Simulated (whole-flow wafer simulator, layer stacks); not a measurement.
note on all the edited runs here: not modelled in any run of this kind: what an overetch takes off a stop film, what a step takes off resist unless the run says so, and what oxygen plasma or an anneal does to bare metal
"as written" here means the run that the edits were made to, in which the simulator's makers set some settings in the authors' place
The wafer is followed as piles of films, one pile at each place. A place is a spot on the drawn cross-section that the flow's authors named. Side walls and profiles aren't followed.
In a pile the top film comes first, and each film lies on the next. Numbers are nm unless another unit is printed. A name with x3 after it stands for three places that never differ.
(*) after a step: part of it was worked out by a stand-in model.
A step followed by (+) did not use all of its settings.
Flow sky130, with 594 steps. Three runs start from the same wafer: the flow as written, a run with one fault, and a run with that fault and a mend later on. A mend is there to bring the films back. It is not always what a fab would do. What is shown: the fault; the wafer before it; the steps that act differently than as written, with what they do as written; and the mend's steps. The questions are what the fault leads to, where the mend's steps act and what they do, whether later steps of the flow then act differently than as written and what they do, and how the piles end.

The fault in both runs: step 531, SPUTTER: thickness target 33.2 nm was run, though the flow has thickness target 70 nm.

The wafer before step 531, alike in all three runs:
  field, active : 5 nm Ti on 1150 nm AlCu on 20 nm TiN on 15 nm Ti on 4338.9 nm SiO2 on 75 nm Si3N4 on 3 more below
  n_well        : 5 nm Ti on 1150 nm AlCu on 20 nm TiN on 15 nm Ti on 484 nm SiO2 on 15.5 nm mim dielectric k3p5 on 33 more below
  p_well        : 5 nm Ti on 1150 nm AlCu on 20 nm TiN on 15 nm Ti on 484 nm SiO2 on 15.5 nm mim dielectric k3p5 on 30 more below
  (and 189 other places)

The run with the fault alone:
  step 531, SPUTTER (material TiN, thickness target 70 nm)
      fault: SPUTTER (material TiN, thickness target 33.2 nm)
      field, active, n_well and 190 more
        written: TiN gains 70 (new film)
        fault: TiN gains 33.2 (new film)
  Later steps of the flow acting differently than as written (16 other steps are not shown; they differ only slightly, by no more than 2% or 0.5 nm, whichever is larger):
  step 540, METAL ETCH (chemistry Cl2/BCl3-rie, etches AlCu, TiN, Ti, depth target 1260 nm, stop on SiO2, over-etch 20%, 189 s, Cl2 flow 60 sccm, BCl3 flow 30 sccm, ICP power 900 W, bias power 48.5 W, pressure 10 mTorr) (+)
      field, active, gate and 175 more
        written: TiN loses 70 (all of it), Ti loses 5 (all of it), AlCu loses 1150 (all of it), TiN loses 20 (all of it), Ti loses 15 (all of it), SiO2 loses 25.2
        fault: TiN loses 33.2 (all of it), Ti loses 5 (all of it), AlCu loses 1150 (all of it), TiN loses 20 (all of it), Ti loses 15 (all of it), SiO2 loses 28.9
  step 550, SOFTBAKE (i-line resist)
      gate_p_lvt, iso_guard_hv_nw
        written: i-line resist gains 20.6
        fault: i-line resist gains 19.9
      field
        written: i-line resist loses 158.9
        fault: i-line resist loses 155.7
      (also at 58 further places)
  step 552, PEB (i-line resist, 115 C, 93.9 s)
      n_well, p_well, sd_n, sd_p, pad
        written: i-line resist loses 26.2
        fault: i-line resist loses 26.8
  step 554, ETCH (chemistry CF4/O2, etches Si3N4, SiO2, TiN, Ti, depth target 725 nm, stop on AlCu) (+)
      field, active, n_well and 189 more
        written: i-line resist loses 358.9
        fault: i-line resist loses 322.1
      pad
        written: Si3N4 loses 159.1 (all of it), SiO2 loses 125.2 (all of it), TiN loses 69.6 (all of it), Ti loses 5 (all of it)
        fault: Si3N4 loses 159.1 (all of it), SiO2 loses 125.2 (all of it), TiN loses 32.8 (all of it), Ti loses 5 (all of it)
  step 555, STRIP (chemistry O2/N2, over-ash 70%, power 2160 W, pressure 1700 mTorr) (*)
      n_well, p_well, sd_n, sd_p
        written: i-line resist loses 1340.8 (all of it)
        fault: i-line resist loses 1409.9 (all of it)
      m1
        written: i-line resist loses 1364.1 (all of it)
        fault: i-line resist loses 1432.5 (all of it)
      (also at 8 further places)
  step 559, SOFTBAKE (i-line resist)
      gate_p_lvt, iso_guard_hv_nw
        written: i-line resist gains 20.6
        fault: i-line resist gains 19.9
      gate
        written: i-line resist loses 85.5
        fault: i-line resist loses 81.9
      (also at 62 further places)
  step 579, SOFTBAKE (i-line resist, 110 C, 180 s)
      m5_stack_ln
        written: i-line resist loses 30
        fault: i-line resist loses 29.1
  At n_well, p_well, sd_n and 11 more, the piles at the end differ from the flow's by more than 2% or 0.5 nm, whichever is larger.
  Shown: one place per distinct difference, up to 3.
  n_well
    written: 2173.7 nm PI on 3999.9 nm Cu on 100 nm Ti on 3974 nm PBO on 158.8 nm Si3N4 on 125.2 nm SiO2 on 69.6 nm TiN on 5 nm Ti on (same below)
    fault: 2178 nm PI on 3999.9 nm Cu on 100 nm Ti on 4000.5 nm PBO on 158.8 nm Si3N4 on 125.2 nm SiO2 on 32.8 nm TiN on 5 nm Ti on (same below)
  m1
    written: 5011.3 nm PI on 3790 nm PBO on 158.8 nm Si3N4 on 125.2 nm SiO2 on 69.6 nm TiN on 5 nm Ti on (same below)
    fault: 5013.2 nm PI on 3820.6 nm PBO on 158.8 nm Si3N4 on 125.2 nm SiO2 on 32.8 nm TiN on 5 nm Ti on (same below)
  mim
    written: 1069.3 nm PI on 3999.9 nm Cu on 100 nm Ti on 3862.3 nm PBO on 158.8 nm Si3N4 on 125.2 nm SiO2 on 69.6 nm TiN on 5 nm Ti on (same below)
    fault: 1072.5 nm PI on 3999.9 nm Cu on 100 nm Ti on 3890.8 nm PBO on 158.8 nm Si3N4 on 125.2 nm SiO2 on 32.8 nm TiN on 5 nm Ti on (same below)

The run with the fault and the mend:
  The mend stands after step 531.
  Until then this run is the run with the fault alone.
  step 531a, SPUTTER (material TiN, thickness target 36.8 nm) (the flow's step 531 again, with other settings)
      field, active, n_well and 190 more
        TiN gains 36.8
  Every later step of the flow that is run acts as written at every place that is followed.
  By the end, the piles equal the flow's at every place that both follow.
